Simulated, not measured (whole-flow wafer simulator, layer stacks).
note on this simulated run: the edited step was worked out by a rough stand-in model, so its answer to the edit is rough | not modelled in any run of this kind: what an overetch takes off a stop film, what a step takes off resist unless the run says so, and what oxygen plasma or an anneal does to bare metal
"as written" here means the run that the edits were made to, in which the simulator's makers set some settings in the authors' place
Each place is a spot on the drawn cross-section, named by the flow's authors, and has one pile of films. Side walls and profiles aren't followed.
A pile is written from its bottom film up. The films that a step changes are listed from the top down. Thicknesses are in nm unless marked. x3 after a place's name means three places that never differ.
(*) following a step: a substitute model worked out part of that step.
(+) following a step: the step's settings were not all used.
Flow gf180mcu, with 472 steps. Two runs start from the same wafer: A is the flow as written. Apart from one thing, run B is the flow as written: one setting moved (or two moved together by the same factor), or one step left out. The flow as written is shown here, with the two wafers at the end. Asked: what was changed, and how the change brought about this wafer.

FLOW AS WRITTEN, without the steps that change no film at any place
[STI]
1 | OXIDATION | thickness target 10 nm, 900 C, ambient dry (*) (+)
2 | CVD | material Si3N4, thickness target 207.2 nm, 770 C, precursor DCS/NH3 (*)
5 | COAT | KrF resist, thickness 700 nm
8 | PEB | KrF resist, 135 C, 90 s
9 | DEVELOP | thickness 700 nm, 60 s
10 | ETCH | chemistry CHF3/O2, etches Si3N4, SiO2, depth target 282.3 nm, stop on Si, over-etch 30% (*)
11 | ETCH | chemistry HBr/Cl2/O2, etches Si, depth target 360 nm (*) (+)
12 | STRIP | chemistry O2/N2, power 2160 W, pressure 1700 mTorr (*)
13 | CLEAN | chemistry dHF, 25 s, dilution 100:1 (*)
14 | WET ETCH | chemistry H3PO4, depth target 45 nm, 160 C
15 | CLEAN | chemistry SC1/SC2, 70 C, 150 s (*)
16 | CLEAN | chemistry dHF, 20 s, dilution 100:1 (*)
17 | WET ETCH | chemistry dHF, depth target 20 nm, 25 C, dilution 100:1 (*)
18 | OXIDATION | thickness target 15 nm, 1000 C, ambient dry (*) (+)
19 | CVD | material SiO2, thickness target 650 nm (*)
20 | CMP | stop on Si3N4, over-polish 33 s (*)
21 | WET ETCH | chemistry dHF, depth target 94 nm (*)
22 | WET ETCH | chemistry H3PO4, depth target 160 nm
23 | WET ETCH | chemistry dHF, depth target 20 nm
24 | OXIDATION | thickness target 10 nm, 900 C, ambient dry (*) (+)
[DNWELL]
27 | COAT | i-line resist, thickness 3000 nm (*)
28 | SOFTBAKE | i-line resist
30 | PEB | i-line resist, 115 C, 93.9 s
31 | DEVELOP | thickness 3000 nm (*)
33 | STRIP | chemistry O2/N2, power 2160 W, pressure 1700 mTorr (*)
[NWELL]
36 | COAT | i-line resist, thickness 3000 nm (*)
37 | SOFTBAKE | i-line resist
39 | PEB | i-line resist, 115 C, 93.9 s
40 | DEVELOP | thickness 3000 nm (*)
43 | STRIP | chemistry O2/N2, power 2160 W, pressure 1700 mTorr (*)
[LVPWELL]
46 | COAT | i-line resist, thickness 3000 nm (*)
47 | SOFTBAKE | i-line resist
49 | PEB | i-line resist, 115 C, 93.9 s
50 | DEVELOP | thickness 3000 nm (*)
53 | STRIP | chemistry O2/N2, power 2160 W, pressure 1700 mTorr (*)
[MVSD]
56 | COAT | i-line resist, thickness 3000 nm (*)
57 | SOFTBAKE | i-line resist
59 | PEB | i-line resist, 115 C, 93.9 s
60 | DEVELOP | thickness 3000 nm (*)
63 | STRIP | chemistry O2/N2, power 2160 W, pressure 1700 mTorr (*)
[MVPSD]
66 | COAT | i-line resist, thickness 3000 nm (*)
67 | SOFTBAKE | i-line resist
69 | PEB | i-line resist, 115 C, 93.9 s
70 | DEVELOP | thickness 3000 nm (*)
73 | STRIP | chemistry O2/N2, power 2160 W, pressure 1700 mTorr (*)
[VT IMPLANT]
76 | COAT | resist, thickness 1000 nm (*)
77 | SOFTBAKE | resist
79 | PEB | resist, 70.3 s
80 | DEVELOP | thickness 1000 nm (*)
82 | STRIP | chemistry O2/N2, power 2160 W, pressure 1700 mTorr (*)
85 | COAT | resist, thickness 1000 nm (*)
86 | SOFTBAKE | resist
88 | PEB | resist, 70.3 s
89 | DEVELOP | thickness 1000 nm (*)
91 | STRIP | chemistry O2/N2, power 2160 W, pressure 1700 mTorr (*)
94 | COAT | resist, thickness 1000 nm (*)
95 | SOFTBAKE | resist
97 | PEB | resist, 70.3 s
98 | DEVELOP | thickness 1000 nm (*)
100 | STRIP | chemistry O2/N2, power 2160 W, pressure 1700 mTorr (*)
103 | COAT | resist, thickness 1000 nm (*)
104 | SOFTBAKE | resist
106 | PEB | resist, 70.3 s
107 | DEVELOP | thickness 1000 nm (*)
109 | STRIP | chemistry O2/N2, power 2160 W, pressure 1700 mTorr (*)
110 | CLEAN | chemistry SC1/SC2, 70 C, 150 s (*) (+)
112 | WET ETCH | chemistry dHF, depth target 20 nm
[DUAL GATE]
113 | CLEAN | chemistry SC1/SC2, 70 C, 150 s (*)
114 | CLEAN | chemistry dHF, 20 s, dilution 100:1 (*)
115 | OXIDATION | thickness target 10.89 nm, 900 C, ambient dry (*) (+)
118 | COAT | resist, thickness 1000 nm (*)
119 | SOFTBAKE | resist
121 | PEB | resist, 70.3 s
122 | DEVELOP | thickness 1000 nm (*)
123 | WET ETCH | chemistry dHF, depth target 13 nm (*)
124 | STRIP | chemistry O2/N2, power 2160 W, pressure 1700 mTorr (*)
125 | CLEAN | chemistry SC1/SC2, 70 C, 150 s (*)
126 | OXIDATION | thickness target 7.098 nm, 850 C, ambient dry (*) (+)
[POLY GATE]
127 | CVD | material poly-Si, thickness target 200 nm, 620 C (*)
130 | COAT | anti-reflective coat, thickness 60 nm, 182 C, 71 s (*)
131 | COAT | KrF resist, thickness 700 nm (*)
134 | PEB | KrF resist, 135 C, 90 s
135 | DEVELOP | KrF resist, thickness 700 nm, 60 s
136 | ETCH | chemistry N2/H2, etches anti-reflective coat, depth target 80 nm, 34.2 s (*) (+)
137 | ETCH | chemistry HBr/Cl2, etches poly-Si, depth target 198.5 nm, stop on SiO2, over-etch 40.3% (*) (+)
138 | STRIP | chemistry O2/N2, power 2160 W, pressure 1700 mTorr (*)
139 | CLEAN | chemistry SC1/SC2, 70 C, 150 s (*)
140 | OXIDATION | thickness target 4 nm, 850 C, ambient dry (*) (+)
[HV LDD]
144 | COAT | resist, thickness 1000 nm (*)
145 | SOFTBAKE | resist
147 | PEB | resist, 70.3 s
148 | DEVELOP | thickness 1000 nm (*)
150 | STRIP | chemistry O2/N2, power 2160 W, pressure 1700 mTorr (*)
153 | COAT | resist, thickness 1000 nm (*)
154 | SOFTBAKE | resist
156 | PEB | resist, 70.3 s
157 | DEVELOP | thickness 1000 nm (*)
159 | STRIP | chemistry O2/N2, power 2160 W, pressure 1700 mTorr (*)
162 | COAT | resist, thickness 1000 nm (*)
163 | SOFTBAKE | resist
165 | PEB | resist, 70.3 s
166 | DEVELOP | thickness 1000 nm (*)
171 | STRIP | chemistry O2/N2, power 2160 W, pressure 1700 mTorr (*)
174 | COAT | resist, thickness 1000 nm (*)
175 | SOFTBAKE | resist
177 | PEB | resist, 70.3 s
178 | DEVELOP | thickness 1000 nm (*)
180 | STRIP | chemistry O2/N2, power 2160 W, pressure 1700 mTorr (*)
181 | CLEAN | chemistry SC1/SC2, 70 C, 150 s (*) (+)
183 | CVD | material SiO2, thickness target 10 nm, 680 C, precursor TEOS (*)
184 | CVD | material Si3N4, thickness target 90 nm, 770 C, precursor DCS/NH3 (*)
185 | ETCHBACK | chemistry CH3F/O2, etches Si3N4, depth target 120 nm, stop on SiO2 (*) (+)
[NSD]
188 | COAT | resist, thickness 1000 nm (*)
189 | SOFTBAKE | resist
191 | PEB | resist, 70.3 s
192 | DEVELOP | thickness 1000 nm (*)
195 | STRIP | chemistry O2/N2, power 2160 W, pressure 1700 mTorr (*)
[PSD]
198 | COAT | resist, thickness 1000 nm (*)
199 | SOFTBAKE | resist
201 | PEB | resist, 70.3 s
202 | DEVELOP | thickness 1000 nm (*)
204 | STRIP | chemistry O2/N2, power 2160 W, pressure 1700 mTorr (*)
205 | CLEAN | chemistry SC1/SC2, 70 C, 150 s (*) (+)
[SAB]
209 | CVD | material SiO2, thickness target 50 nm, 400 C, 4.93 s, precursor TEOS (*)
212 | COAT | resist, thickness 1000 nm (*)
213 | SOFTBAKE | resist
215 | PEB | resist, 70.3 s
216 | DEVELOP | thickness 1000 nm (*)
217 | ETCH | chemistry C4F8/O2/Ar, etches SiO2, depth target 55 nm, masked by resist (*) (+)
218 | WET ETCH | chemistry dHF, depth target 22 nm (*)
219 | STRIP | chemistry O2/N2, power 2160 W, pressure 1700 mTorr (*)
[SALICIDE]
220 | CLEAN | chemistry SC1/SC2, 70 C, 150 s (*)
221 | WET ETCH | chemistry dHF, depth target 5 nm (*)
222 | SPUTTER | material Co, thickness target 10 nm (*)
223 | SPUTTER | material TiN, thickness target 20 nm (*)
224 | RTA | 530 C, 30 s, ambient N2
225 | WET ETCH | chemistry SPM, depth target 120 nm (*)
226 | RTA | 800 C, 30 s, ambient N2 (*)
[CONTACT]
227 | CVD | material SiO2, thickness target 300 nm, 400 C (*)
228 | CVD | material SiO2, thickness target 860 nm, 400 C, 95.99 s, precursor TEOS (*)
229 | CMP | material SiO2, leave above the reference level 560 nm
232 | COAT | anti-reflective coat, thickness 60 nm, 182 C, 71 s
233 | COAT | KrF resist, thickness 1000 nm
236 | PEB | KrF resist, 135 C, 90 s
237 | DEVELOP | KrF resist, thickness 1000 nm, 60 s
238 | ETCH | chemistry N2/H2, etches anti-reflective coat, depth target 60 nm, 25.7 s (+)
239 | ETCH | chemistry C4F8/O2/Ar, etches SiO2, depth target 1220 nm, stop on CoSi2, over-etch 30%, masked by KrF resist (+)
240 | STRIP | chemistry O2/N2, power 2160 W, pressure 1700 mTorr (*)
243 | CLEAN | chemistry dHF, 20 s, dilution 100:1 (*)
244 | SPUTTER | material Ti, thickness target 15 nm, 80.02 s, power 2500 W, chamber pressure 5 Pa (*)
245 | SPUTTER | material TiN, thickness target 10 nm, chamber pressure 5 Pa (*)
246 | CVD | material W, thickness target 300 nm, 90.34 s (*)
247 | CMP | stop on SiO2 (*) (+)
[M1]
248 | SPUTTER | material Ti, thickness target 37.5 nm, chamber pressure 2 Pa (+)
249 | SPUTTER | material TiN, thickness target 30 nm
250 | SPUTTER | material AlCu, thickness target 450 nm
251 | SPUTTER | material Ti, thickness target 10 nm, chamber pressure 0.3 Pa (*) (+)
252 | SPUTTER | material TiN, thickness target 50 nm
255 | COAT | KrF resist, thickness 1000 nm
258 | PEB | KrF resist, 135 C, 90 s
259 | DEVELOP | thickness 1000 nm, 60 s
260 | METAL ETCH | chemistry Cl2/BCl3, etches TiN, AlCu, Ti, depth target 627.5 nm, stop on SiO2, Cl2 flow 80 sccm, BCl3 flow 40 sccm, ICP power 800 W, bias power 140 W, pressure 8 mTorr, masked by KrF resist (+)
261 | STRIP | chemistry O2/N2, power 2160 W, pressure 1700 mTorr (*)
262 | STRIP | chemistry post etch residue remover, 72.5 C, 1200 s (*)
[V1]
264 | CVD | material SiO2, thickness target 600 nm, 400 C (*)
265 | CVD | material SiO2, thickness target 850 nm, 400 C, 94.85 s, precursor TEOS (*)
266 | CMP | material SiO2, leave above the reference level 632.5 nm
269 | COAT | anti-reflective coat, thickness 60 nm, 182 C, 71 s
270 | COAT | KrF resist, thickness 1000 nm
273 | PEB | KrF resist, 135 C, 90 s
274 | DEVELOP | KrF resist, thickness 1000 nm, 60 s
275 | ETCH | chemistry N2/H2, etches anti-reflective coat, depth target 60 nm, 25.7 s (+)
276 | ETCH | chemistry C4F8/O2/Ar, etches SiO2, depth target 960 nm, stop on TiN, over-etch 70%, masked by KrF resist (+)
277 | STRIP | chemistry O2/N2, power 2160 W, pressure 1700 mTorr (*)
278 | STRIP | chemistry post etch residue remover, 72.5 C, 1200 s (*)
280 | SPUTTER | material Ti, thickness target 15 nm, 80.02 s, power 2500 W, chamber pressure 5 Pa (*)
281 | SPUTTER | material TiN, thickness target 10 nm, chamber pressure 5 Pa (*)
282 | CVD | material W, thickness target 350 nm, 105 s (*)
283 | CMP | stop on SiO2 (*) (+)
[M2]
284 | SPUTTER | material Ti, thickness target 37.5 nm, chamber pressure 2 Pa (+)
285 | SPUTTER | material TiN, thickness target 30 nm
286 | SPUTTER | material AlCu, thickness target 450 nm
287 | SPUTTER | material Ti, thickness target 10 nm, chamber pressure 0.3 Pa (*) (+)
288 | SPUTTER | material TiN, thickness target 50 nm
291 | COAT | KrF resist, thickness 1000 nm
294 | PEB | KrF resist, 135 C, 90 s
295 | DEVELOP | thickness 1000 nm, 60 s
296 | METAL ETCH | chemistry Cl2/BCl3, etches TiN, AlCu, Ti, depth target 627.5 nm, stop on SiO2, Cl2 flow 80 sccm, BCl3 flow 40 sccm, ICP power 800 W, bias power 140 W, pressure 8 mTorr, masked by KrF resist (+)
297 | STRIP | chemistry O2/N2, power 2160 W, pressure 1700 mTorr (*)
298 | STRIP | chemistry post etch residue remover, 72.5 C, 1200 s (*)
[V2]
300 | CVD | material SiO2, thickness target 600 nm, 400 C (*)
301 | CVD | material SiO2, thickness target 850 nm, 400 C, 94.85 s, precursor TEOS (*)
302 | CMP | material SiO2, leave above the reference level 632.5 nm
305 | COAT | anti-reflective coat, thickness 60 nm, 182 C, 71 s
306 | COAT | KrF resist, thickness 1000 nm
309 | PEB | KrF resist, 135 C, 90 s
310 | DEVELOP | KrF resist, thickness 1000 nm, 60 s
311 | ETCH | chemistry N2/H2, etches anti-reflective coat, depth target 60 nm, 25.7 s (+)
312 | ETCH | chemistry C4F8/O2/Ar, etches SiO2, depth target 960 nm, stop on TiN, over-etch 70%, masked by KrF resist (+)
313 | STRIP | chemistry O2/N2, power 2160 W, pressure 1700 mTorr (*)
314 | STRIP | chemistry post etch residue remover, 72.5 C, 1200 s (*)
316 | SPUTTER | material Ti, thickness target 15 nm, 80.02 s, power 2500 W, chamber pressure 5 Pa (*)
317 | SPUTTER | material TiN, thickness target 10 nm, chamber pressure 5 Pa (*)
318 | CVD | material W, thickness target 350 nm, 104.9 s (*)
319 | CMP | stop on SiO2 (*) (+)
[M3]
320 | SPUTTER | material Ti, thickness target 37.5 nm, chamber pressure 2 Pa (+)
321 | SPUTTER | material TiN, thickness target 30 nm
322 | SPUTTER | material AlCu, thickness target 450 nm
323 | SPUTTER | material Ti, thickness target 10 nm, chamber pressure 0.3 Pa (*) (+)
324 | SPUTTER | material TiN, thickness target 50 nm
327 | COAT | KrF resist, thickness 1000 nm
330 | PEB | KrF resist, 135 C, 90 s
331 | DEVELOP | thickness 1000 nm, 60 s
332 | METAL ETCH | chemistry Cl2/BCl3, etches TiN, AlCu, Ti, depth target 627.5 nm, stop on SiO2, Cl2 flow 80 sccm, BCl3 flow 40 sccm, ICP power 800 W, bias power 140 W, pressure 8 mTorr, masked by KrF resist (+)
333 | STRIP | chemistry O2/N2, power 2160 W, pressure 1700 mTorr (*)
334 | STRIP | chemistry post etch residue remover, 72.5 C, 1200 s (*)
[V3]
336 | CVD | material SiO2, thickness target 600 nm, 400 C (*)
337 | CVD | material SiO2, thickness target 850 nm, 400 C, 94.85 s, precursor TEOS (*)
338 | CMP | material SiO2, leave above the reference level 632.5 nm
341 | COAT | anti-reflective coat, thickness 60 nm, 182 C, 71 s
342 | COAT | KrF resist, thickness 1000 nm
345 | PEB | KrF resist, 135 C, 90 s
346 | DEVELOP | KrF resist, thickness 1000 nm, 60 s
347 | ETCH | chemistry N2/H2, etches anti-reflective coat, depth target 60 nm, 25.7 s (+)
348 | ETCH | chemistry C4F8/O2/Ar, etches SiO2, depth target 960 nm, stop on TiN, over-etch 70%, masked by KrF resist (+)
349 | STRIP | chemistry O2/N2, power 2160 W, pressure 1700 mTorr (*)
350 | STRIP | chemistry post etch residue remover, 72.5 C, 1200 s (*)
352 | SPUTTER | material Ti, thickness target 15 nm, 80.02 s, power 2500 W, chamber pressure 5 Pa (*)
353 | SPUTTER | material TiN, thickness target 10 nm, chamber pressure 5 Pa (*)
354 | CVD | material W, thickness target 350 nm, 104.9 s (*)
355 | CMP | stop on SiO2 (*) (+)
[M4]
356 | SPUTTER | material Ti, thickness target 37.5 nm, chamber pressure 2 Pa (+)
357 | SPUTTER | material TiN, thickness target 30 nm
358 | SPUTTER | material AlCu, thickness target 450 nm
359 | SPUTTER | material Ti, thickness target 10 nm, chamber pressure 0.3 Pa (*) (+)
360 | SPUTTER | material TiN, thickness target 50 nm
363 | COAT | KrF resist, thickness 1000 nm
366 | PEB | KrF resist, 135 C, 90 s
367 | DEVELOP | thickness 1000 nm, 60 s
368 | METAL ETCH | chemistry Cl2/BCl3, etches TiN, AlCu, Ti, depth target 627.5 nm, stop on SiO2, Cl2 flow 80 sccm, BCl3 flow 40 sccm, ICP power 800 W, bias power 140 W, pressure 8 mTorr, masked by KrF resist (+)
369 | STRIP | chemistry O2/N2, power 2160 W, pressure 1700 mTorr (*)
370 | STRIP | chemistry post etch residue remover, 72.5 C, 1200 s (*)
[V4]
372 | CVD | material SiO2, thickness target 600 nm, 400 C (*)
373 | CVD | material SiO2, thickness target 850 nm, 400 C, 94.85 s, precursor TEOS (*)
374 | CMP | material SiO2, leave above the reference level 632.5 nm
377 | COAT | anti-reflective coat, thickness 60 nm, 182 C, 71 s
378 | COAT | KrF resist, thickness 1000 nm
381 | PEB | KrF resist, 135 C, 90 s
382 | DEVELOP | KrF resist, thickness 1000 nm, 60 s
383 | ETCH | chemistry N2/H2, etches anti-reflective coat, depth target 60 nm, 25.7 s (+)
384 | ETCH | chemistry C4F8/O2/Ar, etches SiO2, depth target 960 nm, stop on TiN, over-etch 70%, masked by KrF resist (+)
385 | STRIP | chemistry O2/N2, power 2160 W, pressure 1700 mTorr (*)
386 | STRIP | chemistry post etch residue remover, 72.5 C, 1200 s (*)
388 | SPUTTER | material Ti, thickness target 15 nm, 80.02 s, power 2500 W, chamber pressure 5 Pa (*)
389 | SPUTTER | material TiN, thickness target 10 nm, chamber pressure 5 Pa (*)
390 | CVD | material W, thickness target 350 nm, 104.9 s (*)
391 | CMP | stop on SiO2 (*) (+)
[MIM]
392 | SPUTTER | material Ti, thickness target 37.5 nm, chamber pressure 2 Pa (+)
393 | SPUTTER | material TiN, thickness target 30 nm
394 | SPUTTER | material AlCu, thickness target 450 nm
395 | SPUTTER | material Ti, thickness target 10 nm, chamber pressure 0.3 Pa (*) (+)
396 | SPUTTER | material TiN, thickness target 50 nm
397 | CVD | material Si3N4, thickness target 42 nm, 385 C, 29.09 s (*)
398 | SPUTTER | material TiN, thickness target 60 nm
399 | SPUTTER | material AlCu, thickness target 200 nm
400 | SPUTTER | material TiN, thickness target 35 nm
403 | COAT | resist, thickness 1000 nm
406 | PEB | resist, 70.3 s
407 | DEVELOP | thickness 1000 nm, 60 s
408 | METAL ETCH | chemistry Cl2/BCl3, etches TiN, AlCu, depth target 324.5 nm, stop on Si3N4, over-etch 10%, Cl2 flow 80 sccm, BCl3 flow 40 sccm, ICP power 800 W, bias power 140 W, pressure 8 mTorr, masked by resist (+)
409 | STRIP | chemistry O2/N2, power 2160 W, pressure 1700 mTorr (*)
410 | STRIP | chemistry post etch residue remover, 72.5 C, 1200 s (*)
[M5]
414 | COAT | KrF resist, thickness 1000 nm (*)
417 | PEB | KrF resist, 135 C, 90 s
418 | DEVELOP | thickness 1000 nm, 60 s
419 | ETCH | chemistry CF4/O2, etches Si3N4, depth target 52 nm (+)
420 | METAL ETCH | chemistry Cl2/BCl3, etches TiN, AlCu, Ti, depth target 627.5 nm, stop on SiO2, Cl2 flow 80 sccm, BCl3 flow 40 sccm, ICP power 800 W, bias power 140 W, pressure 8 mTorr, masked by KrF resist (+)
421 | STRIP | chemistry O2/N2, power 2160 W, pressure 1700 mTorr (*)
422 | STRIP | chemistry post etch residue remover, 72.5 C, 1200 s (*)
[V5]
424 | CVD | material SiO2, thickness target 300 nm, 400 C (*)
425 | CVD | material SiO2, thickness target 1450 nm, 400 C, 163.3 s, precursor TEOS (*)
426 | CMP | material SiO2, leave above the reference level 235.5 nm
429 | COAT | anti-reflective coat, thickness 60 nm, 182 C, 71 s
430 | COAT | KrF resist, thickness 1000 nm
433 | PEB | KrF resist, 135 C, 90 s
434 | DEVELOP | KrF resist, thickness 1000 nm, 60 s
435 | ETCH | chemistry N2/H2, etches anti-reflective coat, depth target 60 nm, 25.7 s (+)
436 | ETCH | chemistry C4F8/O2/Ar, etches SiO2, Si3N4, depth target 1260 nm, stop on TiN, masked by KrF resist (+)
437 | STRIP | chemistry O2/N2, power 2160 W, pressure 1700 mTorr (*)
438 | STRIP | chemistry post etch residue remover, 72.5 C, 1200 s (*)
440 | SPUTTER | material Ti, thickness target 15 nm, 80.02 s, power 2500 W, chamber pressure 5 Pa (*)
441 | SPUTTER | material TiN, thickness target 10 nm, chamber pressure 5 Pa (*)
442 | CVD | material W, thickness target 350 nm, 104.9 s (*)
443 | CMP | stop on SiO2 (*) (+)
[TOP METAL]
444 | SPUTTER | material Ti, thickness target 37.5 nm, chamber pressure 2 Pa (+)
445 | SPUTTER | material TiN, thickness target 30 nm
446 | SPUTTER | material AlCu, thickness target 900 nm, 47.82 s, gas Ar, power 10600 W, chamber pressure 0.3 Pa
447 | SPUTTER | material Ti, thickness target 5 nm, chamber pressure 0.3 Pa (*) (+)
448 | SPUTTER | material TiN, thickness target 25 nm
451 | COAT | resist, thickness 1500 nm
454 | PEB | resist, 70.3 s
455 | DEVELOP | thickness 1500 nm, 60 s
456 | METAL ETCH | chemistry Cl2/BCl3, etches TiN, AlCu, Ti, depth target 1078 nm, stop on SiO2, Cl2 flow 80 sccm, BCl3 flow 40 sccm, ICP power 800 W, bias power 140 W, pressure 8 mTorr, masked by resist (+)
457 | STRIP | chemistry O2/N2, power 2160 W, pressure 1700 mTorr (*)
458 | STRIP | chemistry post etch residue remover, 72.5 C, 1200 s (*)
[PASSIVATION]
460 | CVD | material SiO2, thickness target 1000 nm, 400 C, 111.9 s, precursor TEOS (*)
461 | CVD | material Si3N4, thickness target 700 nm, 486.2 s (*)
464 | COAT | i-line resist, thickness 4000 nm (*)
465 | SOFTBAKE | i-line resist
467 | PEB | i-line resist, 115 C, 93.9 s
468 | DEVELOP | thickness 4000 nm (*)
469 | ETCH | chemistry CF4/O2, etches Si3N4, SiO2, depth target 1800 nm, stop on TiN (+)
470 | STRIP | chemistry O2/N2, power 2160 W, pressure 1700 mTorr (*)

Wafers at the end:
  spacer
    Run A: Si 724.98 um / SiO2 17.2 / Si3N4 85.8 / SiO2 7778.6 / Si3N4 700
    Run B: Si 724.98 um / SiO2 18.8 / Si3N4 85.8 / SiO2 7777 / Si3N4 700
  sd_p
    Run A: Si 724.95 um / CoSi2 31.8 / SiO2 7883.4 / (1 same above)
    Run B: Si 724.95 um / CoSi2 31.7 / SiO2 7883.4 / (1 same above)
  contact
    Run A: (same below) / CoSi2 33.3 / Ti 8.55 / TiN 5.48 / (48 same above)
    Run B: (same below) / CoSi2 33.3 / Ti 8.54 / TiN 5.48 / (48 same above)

Cause: step 183, CVD: thickness target 11.6 nm was run, while the flow as written has thickness target 10 nm.

Step by step, how the change led to this:
  183 | CVD | material SiO2, thickness target 10 nm, 680 C, precursor TEOS (*)
      field, field__w1, field__w2 and 99 more: A +10 SiO2 | B +11.6 SiO2
      ld_drift_p: A +9.87 SiO2 | B +11.4 SiO2
      (also at 1 further place)
  189 | SOFTBAKE | resist
      field__w9: A +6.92 resist | B -3.06 resist
      active_hv: A +2.68 resist | B -0.51 resist
      (also at 2 further places)
  199 | SOFTBAKE | resist
      field__w9: A +6.92 resist | B -3.06 resist
      active_hv: A +2.68 resist | B -0.51 resist
      (also at 2 further places)
  218 | WET ETCH | chemistry dHF, depth target 22 nm (*)
      gate, gate_hv, gate_p and 23 more: A -5.48 SiO2 (all of it) | B -7.08 SiO2 (all of it)
      active, p_well, sd_n, iso_ptap_pw, iso_ntap_nw, iso_ptap_sub, vpnp_e: A -9.01 SiO2 (all of it) | B -10.6 SiO2 (all of it)
      (also at 16 further places)
